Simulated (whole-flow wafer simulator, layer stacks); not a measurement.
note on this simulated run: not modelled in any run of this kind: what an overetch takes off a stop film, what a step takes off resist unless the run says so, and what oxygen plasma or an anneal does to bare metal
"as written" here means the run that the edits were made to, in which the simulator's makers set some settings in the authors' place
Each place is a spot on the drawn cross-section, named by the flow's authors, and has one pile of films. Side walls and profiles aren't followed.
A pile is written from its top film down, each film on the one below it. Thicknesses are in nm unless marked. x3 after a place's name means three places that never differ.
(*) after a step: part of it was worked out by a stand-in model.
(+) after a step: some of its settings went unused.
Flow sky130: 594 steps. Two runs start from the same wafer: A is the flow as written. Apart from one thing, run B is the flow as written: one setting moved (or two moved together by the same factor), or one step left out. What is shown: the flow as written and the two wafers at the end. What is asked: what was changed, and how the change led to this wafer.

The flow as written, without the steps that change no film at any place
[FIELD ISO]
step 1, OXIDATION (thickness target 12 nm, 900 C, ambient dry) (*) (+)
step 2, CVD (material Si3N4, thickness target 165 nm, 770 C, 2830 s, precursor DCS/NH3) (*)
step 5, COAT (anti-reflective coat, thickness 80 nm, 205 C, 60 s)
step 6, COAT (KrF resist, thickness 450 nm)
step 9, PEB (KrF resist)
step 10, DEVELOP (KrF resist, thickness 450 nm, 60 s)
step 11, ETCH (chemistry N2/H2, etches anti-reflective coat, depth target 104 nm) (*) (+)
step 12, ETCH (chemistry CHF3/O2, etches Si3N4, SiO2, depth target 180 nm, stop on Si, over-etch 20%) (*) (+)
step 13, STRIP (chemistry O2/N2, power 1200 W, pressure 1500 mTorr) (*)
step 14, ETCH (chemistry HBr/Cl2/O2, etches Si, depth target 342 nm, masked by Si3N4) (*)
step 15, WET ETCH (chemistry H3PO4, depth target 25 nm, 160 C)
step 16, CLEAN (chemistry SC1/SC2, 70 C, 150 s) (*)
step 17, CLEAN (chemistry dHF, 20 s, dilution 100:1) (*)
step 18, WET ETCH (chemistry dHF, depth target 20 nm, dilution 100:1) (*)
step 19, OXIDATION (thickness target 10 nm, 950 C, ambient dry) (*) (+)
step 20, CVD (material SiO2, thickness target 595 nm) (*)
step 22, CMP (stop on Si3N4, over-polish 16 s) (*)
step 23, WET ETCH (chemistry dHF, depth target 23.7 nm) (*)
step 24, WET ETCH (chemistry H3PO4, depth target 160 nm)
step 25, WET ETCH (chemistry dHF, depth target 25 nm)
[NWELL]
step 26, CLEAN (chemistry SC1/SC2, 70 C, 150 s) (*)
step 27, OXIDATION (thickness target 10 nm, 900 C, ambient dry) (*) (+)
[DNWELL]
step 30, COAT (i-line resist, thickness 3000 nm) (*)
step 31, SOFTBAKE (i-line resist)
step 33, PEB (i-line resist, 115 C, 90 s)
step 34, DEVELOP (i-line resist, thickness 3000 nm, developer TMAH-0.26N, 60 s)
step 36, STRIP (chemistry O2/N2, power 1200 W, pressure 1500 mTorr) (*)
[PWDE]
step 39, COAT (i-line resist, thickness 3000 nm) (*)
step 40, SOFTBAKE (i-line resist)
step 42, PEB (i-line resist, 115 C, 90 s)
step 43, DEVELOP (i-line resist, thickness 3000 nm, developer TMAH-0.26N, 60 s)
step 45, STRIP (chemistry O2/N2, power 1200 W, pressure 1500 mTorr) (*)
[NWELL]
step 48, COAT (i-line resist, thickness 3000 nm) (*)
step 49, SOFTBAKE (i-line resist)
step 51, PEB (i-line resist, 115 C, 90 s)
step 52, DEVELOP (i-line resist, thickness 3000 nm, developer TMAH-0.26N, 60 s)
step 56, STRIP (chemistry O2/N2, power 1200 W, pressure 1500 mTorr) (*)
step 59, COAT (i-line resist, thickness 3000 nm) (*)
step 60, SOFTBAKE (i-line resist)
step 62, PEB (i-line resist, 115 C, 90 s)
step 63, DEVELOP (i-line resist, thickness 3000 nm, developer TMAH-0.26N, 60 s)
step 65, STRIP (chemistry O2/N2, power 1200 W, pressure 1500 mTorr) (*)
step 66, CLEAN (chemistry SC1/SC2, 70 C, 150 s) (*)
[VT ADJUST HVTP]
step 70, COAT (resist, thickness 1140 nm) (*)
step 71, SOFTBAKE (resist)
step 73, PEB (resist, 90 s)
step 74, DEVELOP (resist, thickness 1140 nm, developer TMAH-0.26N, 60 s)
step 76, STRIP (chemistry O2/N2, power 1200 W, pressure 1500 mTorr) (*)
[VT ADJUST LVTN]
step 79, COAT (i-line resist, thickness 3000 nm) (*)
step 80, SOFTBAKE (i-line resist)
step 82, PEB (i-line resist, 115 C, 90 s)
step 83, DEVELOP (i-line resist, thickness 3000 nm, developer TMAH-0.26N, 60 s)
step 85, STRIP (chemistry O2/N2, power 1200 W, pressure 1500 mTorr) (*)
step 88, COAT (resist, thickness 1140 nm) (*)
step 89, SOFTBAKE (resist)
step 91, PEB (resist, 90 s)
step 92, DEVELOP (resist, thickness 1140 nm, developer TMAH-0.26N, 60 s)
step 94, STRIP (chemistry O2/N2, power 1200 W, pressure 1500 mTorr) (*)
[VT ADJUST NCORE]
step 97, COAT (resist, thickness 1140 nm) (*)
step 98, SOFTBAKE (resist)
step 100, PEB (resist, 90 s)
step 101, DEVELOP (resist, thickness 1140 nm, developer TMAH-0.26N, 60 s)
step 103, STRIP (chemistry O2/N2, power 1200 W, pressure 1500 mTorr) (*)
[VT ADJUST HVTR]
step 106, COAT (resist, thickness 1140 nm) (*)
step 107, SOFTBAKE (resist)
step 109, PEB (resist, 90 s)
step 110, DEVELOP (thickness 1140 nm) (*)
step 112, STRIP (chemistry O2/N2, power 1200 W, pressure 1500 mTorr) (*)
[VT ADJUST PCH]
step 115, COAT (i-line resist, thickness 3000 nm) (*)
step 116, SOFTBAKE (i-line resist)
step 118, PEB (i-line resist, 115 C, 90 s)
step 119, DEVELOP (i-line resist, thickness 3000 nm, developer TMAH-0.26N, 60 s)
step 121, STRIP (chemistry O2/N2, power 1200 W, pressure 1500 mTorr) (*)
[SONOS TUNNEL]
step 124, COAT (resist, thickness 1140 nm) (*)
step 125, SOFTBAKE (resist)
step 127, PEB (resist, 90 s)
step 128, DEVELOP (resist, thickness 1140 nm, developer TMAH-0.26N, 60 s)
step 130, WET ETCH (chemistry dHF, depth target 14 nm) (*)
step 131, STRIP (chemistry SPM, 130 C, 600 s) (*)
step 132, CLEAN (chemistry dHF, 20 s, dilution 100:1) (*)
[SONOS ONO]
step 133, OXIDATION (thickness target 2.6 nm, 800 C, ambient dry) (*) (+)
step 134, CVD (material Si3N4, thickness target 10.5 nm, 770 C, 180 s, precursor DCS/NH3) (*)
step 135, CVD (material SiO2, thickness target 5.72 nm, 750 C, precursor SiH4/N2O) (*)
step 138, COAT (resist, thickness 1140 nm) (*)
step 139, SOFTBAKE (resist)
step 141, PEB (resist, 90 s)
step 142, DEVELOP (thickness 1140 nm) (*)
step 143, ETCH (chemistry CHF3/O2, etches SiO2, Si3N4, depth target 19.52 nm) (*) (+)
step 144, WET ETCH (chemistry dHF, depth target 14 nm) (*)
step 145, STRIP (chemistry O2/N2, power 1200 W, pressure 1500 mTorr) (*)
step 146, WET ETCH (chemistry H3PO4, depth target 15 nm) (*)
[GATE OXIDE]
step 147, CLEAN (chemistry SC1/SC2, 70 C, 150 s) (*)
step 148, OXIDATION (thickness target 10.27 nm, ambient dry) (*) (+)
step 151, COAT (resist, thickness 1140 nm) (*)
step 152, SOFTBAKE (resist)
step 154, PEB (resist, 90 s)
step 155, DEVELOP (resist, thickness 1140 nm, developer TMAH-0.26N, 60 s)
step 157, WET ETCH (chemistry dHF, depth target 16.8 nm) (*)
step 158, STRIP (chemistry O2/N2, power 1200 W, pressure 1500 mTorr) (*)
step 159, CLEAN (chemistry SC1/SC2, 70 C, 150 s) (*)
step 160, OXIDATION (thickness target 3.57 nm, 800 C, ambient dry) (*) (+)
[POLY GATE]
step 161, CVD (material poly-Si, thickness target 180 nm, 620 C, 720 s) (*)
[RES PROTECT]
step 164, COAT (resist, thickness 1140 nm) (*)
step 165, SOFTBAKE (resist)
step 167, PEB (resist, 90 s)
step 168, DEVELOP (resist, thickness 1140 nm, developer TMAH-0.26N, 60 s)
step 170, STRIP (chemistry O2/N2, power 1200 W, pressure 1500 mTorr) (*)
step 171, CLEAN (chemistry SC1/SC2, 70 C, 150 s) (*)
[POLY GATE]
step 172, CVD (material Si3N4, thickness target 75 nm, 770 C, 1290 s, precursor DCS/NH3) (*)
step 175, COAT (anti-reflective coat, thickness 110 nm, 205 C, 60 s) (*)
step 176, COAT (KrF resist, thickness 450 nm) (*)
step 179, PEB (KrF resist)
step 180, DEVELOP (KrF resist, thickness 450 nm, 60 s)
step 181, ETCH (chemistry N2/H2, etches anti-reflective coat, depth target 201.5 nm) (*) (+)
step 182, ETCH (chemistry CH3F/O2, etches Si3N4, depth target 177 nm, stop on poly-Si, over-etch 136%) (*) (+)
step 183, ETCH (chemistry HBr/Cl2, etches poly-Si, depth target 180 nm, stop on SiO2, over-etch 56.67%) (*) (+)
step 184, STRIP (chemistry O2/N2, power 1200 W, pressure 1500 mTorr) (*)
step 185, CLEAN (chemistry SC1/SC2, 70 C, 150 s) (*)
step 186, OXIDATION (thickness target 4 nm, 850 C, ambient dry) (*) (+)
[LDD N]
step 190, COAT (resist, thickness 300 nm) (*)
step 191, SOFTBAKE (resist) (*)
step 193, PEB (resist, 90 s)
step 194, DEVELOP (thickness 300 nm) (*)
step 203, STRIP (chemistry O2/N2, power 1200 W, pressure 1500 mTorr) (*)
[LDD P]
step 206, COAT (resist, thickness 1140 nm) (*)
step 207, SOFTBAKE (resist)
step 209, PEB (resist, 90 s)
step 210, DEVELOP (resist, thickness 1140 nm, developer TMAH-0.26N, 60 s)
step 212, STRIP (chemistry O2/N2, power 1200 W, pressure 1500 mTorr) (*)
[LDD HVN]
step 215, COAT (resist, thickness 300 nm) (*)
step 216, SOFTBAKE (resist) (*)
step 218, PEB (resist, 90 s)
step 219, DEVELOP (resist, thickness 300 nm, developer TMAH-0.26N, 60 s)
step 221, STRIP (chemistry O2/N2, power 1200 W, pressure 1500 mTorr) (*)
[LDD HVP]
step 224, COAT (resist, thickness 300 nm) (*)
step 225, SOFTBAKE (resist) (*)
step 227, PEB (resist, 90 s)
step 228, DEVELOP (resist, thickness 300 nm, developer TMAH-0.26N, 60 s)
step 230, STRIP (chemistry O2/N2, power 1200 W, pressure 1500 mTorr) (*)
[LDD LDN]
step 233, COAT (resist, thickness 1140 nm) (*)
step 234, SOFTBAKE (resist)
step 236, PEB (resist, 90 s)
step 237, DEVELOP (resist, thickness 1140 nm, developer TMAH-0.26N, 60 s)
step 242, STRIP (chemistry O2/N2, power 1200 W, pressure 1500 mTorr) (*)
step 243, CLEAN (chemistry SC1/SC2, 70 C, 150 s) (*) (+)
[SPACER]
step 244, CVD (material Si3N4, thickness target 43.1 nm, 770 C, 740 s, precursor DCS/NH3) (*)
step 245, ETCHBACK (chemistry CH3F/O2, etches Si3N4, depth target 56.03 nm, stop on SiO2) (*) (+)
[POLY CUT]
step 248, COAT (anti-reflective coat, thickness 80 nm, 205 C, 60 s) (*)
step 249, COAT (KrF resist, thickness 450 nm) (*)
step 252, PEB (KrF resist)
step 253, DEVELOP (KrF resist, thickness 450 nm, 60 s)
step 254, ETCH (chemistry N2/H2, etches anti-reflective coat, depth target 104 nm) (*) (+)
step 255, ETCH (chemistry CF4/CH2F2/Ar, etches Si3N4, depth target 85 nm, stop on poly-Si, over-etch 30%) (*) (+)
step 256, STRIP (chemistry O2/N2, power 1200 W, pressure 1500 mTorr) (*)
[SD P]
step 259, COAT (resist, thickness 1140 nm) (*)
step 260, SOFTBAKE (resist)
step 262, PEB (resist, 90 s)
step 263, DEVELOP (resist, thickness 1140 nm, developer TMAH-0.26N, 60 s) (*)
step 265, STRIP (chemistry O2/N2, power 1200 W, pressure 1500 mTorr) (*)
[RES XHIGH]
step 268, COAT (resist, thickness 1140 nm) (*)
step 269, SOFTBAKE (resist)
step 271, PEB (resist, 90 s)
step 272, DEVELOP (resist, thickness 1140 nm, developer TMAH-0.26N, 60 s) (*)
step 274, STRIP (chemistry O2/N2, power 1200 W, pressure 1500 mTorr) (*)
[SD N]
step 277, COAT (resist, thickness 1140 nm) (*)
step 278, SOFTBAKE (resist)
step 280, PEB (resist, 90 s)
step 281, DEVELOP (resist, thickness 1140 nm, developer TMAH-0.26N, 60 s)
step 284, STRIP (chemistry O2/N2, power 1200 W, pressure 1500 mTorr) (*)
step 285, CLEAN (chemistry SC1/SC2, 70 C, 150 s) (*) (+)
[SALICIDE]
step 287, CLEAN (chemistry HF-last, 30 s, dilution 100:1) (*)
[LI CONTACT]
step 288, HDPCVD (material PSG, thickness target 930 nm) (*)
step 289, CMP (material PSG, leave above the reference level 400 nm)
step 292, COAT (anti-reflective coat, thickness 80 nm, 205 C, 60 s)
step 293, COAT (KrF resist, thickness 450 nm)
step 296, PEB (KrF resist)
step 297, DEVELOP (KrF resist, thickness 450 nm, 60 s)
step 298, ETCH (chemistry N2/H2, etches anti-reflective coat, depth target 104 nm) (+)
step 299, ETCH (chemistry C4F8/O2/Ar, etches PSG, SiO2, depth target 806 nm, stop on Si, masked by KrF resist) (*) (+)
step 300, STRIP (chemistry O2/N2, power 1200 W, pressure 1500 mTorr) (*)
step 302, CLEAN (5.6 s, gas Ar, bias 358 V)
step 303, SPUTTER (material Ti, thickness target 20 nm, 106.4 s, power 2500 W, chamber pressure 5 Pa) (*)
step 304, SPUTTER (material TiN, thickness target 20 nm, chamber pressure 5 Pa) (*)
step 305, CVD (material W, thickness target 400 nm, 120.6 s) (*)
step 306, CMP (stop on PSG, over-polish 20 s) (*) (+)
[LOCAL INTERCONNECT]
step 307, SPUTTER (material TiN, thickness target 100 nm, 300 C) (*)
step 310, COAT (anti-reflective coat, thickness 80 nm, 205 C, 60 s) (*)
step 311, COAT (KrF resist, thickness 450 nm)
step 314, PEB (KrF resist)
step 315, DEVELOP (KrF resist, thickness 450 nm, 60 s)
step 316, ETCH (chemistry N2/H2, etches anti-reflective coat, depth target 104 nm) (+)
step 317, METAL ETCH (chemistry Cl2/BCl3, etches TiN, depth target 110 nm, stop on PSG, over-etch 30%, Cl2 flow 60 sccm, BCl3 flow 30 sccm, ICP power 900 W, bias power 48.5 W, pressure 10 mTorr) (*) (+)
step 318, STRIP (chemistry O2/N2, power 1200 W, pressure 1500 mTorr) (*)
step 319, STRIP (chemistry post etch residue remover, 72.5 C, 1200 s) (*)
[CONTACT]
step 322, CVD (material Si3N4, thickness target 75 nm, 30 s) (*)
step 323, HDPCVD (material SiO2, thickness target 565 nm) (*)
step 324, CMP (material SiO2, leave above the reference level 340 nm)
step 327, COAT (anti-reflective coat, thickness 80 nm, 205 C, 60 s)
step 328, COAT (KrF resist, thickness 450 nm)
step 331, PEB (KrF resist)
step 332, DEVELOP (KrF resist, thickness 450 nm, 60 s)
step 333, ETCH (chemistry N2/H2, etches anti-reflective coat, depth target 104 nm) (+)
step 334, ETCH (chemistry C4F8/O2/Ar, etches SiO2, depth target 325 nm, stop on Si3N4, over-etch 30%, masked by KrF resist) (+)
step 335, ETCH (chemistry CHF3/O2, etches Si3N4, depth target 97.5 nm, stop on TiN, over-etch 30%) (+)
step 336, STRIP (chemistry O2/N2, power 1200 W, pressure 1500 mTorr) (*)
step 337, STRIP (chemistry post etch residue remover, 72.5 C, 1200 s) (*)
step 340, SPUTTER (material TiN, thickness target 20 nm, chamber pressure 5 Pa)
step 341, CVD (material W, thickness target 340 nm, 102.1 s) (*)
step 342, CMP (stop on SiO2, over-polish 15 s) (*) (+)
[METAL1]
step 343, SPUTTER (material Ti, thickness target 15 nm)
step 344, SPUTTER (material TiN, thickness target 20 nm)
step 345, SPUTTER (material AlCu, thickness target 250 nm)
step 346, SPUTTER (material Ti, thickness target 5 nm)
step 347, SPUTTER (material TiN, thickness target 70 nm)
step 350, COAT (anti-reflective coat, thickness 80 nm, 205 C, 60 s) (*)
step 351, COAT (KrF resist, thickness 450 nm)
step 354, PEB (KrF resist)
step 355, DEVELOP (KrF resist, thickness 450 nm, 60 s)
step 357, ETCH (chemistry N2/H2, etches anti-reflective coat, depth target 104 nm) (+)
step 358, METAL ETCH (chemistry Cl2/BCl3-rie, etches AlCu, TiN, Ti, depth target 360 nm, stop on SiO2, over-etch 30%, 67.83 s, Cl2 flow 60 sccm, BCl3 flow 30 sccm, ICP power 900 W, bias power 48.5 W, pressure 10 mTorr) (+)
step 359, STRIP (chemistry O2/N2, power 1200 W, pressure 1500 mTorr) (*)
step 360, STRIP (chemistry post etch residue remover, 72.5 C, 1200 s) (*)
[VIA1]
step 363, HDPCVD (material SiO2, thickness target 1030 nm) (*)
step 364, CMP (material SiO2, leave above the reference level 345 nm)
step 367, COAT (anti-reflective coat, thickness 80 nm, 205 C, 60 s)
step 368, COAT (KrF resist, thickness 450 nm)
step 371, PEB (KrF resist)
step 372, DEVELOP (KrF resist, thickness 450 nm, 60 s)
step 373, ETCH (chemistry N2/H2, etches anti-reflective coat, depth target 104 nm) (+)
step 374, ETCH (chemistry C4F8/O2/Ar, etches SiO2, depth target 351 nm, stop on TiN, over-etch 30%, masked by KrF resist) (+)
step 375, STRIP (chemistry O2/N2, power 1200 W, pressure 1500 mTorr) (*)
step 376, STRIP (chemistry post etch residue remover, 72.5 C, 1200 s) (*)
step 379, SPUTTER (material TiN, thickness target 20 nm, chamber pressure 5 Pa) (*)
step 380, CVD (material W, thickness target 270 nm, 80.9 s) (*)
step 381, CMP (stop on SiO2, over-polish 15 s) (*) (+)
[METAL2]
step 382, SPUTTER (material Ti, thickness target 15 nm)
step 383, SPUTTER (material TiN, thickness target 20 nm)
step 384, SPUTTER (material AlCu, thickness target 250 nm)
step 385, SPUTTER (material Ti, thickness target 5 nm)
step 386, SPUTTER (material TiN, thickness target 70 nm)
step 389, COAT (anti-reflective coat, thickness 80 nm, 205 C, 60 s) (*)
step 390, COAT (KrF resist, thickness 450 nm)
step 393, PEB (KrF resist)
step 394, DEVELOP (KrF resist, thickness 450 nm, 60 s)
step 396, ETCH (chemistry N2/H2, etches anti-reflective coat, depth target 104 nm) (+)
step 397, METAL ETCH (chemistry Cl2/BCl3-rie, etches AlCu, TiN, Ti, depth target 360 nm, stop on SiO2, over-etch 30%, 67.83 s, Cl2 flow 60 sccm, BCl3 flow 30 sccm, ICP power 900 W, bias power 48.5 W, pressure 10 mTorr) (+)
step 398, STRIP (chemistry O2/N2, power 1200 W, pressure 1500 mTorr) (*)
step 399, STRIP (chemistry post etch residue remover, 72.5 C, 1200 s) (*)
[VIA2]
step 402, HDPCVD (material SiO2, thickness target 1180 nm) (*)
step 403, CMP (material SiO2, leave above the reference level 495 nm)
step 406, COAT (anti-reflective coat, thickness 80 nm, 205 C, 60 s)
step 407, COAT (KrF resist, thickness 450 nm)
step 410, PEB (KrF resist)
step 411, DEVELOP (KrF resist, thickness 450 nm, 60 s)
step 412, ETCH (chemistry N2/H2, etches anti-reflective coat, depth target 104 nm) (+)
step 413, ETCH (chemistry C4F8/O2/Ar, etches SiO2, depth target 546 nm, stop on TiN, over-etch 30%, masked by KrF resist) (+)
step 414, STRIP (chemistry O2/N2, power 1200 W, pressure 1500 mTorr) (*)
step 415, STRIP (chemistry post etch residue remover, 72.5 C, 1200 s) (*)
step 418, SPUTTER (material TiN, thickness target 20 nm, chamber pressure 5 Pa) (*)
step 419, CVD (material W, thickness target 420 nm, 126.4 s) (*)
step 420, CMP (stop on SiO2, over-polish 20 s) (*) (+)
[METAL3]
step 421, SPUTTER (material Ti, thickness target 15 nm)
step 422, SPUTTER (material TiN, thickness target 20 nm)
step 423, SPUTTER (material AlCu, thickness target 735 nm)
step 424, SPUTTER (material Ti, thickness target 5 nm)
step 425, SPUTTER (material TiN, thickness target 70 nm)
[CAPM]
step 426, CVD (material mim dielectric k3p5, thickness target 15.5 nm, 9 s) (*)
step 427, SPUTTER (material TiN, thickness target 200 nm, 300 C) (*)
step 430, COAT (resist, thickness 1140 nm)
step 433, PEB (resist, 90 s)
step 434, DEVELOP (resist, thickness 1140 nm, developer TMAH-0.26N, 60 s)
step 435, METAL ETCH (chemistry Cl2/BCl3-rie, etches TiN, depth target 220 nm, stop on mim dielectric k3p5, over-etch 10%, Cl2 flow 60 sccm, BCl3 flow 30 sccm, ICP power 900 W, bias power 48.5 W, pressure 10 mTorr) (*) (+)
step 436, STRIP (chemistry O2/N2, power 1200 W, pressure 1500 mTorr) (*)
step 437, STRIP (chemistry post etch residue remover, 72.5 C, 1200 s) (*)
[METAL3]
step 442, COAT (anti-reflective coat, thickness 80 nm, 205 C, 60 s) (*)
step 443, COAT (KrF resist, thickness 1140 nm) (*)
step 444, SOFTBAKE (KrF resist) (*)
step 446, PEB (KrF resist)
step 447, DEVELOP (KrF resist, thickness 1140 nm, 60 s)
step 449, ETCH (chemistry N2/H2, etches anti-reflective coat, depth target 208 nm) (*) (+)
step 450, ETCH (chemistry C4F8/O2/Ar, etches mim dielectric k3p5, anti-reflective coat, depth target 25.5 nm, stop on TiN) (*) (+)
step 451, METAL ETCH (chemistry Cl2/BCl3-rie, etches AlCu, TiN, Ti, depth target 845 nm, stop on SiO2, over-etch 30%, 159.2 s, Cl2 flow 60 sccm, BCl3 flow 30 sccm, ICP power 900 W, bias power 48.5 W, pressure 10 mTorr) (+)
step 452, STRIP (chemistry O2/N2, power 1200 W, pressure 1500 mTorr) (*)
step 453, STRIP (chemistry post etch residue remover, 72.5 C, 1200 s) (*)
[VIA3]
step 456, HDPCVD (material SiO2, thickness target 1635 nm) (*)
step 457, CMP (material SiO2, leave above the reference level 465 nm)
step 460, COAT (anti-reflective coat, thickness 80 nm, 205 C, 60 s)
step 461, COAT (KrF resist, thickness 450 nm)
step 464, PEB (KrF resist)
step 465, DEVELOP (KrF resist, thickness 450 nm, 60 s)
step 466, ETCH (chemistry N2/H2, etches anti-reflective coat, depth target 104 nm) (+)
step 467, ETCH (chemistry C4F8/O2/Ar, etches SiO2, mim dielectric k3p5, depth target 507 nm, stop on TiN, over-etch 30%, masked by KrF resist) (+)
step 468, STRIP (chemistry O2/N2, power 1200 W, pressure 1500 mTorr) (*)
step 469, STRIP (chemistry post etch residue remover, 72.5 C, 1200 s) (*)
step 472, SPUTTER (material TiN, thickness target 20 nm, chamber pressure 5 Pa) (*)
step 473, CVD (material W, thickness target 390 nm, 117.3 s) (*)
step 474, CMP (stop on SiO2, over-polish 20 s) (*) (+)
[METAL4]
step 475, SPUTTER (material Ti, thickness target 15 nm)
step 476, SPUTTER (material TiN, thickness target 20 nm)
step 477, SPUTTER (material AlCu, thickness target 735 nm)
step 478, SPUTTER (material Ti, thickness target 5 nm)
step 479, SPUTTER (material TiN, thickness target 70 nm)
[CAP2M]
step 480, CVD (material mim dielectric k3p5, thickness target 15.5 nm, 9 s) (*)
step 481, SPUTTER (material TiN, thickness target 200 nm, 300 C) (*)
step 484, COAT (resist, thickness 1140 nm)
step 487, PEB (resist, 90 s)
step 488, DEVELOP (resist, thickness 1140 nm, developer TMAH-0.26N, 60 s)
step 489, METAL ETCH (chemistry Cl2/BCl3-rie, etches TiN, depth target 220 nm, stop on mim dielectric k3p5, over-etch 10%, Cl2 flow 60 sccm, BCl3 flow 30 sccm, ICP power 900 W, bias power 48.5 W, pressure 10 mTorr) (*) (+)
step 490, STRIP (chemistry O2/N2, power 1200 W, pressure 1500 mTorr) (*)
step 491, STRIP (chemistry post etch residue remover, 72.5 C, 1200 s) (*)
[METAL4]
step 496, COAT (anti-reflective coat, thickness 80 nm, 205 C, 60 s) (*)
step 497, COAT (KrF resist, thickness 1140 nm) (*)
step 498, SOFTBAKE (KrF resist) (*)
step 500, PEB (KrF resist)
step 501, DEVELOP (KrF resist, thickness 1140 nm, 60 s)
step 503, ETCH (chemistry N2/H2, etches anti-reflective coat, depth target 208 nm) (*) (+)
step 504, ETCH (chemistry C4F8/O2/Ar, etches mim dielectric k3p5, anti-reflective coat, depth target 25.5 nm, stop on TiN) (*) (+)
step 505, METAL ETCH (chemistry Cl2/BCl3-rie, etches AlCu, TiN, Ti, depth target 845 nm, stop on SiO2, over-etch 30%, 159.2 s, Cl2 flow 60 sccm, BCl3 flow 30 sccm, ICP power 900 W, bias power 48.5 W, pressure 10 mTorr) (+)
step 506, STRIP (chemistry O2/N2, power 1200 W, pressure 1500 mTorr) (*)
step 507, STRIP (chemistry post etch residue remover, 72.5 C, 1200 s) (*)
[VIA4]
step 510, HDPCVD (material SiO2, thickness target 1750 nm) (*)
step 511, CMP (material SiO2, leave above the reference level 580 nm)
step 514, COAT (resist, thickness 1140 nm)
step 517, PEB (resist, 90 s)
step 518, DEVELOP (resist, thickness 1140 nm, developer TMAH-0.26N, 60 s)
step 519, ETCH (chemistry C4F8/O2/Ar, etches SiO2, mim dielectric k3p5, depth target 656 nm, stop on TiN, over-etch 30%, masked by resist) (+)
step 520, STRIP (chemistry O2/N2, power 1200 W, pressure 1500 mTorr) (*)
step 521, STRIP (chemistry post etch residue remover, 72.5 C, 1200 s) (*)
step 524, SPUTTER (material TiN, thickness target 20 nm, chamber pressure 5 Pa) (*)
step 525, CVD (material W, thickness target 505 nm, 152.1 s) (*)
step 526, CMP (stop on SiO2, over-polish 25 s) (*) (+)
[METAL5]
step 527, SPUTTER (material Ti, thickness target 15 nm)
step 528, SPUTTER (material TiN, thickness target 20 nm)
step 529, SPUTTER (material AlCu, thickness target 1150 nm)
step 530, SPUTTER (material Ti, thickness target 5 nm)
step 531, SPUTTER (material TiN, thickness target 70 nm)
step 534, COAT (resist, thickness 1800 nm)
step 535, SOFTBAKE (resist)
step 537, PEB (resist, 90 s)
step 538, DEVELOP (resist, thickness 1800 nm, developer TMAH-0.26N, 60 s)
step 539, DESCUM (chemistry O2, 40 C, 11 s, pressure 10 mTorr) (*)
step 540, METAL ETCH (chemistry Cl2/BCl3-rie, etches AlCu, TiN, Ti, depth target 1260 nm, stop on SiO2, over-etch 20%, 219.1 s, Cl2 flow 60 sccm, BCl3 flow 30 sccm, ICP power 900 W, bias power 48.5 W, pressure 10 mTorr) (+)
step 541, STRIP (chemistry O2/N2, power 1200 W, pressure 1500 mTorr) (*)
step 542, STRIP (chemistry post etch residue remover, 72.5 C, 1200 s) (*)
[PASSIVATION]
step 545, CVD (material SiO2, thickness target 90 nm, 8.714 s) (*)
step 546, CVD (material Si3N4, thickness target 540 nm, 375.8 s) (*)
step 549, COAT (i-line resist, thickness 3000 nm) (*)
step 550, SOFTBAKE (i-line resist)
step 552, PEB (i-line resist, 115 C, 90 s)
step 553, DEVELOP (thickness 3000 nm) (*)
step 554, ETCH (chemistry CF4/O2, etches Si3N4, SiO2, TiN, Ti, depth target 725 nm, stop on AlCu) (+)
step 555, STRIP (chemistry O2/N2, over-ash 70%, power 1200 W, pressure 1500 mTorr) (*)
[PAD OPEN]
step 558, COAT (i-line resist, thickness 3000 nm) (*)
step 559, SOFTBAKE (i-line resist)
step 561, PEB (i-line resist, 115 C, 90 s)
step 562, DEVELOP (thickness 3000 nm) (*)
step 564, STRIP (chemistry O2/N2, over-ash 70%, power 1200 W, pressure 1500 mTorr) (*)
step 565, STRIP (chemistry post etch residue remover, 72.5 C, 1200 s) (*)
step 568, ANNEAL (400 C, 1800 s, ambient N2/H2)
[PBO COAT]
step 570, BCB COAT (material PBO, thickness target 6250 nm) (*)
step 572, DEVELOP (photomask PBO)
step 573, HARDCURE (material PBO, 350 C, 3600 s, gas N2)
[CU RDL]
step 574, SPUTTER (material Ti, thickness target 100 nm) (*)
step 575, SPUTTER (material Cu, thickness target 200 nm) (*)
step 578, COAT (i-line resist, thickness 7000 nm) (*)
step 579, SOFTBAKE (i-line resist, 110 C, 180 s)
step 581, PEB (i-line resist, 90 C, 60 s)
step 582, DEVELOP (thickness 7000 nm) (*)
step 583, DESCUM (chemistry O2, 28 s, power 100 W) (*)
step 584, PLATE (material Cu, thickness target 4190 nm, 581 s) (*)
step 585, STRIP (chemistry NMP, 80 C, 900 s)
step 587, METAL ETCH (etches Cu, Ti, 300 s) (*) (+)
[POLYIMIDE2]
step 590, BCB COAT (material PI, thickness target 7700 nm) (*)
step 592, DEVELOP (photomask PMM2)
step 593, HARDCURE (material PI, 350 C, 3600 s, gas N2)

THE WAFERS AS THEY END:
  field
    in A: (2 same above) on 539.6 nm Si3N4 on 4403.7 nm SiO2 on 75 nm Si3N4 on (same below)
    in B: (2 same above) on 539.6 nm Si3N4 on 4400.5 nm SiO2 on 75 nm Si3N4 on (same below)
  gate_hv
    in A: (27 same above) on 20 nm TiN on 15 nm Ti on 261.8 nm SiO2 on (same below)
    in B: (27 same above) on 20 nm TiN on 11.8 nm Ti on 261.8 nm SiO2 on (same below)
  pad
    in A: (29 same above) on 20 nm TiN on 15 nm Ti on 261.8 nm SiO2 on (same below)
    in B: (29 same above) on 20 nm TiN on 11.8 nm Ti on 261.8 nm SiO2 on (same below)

The reason: step 343, SPUTTER: thickness target 11.8 nm was run, whereas the flow has thickness target 15 nm.
The wafer itself shows it: gate_hv has Ti 11.8, and step 343 as written asks for 15 nm.

The path from the change to this, step by step:
  step 343, SPUTTER (material Ti, thickness target 15 nm)
      field, active, n_well and 188 more: A Ti gains 15 (new film) | B Ti gains 11.8 (new film)
  step 358, METAL ETCH (chemistry Cl2/BCl3-rie, etches AlCu, TiN, Ti, depth target 360 nm, stop on SiO2, over-etch 30%, 67.83 s, Cl2 flow 60 sccm, BCl3 flow 30 sccm, ICP power 900 W, bias power 48.5 W, pressure 10 mTorr) (+)
      field, active, gate and 81 more: A TiN loses 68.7 (all of it), Ti loses 5 (all of it), AlCu loses 250 (all of it), TiN loses 20 (all of it), Ti loses 15 (all of it), SiO2 loses 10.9 | B TiN loses 68.7 (all of it), Ti loses 5 (all of it), AlCu loses 250 (all of it), TiN loses 20 (all of it), Ti loses 11.8 (all of it), SiO2 loses 11.3
